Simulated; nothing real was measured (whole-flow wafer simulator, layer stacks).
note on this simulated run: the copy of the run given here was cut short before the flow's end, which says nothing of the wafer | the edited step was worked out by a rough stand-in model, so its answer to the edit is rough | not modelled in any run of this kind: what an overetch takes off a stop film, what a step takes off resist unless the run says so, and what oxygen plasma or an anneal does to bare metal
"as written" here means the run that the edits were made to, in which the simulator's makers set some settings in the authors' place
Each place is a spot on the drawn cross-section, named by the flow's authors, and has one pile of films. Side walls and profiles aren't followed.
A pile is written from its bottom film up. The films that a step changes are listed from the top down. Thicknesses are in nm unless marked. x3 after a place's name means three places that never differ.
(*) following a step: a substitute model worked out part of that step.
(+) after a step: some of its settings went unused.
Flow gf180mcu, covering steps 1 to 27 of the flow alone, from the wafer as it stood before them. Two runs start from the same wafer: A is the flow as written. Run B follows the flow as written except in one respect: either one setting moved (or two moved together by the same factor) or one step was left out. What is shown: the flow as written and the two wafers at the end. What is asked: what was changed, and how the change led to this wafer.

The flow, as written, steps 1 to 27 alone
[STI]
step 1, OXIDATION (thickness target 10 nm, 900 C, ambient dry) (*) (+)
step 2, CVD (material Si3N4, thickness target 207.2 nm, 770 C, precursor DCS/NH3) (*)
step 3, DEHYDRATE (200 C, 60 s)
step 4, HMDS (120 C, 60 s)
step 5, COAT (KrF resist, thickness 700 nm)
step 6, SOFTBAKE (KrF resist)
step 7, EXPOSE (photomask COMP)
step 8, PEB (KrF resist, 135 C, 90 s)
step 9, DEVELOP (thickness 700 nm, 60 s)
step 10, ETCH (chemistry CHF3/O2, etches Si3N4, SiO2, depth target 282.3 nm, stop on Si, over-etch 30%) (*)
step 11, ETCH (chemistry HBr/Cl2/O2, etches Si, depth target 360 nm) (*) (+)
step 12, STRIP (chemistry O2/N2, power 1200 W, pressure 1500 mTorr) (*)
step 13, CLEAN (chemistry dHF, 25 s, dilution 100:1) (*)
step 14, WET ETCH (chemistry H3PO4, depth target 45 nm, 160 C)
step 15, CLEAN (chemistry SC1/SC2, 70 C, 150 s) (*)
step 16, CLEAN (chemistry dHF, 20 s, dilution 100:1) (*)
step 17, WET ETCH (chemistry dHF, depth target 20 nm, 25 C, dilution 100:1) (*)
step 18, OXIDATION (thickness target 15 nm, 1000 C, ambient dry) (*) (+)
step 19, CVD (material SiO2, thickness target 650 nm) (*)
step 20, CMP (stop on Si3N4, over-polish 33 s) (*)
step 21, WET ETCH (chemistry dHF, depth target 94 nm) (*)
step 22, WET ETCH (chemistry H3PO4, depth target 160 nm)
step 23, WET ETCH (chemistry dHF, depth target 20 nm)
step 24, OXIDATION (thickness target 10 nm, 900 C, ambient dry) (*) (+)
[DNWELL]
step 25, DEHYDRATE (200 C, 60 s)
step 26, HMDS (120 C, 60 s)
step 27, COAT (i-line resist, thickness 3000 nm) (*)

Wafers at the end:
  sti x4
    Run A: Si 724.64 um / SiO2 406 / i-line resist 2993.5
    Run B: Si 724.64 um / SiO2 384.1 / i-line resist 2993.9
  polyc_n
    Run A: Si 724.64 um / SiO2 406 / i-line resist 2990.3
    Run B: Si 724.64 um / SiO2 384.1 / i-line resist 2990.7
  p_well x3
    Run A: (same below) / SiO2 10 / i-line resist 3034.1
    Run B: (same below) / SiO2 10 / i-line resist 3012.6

Cause: step 21, WET ETCH: depth target 116 nm was run, while the flow as written has depth target 94 nm.

How this came from the change, step by step:
  step 21, WET ETCH (chemistry dHF, depth target 94 nm) (*)
      active, n_well, p_well x3 and 38 more: A -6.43 Si3N4 | B -7.92 Si3N4
      field, field_sub, sti x4 and 31 more: A -94 SiO2 | B -116 SiO2
